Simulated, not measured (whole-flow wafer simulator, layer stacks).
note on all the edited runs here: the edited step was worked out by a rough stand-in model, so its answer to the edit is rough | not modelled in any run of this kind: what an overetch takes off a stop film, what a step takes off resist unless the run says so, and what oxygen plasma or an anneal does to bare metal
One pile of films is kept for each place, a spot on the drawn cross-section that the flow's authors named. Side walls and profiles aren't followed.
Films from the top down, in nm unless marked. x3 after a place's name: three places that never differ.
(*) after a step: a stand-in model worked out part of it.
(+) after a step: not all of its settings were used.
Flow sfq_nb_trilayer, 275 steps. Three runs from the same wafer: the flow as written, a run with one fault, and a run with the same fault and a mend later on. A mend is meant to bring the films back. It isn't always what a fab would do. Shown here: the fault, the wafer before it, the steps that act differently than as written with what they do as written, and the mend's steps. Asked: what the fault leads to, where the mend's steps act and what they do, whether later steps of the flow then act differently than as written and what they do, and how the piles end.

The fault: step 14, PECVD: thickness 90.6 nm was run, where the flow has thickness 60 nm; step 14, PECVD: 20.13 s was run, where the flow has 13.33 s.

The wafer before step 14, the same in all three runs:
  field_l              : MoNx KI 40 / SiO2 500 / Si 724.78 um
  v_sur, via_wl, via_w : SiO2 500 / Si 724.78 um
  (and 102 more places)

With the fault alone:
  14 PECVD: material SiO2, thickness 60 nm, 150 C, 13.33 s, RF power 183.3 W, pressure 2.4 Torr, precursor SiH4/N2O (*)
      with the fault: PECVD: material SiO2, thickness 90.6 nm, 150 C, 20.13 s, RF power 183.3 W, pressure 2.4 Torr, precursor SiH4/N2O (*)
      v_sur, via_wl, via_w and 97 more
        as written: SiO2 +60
        with the fault: SiO2 +90.6
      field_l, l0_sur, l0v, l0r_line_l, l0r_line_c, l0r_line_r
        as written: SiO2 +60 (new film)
        with the fault: SiO2 +90.6 (new film)
  Later steps of the flow that act differently than as written (8 more steps differ only slightly, by at most 2% or 0.5 nm, whichever is larger, and aren't shown):
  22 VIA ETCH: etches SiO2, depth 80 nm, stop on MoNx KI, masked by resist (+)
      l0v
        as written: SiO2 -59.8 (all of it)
        with the fault: SiO2 -80
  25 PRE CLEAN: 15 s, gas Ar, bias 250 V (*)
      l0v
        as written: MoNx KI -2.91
        with the fault: SiO2 -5
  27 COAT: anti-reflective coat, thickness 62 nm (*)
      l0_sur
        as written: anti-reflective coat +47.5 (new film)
        with the fault: anti-reflective coat +45.9 (new film)
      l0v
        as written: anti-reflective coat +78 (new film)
        with the fault: anti-reflective coat +83.5 (new film)
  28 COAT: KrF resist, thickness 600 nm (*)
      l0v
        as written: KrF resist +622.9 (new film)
        with the fault: KrF resist +637.9 (new film)
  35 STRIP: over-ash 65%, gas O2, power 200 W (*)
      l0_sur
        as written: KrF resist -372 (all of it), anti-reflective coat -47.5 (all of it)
        with the fault: KrF resist -369.5 (all of it), anti-reflective coat -45.9 (all of it)
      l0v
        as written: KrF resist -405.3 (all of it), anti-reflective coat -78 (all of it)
        with the fault: KrF resist -420.2 (all of it), anti-reflective coat -83.5 (all of it)
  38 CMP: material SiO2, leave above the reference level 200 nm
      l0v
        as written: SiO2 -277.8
        with the fault: SiO2 -251.6
  At the end the piles differ from the flow's by more than 2% or 0.5 nm, whichever is larger, at field_l, v_sur, via_wl and 100 more.
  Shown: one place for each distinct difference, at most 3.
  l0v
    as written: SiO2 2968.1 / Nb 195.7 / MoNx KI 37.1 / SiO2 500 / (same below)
    with the fault: SiO2 2994.3 / Nb 191.8 / SiO2 5.45 / MoNx KI 40 / SiO2 500 / (same below)
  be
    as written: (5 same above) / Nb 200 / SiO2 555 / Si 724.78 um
    with the fault: (5 same above) / Nb 200 / SiO2 585.6 / Si 724.78 um
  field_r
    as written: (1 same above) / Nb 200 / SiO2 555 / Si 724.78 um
    with the fault: (1 same above) / Nb 200 / SiO2 585.6 / Si 724.78 um

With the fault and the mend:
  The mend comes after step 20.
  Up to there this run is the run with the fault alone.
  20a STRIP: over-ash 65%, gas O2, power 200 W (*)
      p4_fl x3, p4_w1 x9, p4_g1 x2 and 59 more
        KrF resist -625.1 (all of it), anti-reflective coat -62 (all of it)
      ce_l, c5j, ce_r, sp_r, be_r, r_sur
        KrF resist -632 (all of it), anti-reflective coat -63.7 (all of it)
      gap, jj_sur, res
        KrF resist -632.1 (all of it), anti-reflective coat -63.7 (all of it)
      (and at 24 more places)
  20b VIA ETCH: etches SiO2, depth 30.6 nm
      field_l, v_sur, via_wl and 103 more
        SiO2 -30.6
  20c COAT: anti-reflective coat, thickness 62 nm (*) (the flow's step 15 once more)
      p4_fl x3, p4_w1 x9, p4_g1 x2 and 59 more
        anti-reflective coat +62 (new film)
      be_sur, gap, jj_sur and 8 more
        anti-reflective coat +63.7 (new film)
      wire, be, moat, field_r
        anti-reflective coat +63.8 (new film)
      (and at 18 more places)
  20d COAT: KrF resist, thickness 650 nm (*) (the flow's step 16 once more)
      p4_fl x3, p4_w1 x9, p4_g1 x2 and 59 more
        KrF resist +650 (new film)
      ce_l, c5j, ce_r, sp_r, be_r
        KrF resist +656.9 (new film)
      gap, jj_sur, r_sur, res
        KrF resist +657 (new film)
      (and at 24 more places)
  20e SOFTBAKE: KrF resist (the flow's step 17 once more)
      changes no film at any place that is followed
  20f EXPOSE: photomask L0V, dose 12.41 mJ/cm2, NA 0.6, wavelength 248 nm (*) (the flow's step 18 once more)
      changes no film at any place that is followed
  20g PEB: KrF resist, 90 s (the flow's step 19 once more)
      p4_fl x3, p4_w1 x9, p4_g1 x2 and 59 more
        KrF resist -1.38
      via_v, wire, be and 15 more
        KrF resist -1.39
      v_sur, via_w, via_wr, via_sp, lsp_m, ln_m6, lsp_r
        KrF resist -1.4
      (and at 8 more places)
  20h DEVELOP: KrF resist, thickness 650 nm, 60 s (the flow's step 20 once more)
      field_l, v_sur, via_wl and 102 more
        KrF resist -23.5
      l0v
        KrF resist -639 (all of it)
  No later step of the flow acts differently than as written, at any place that is followed, by more than 2% or 0.5 nm, whichever is larger.
  At the end the piles are the same as the flow's at every place that both follow.
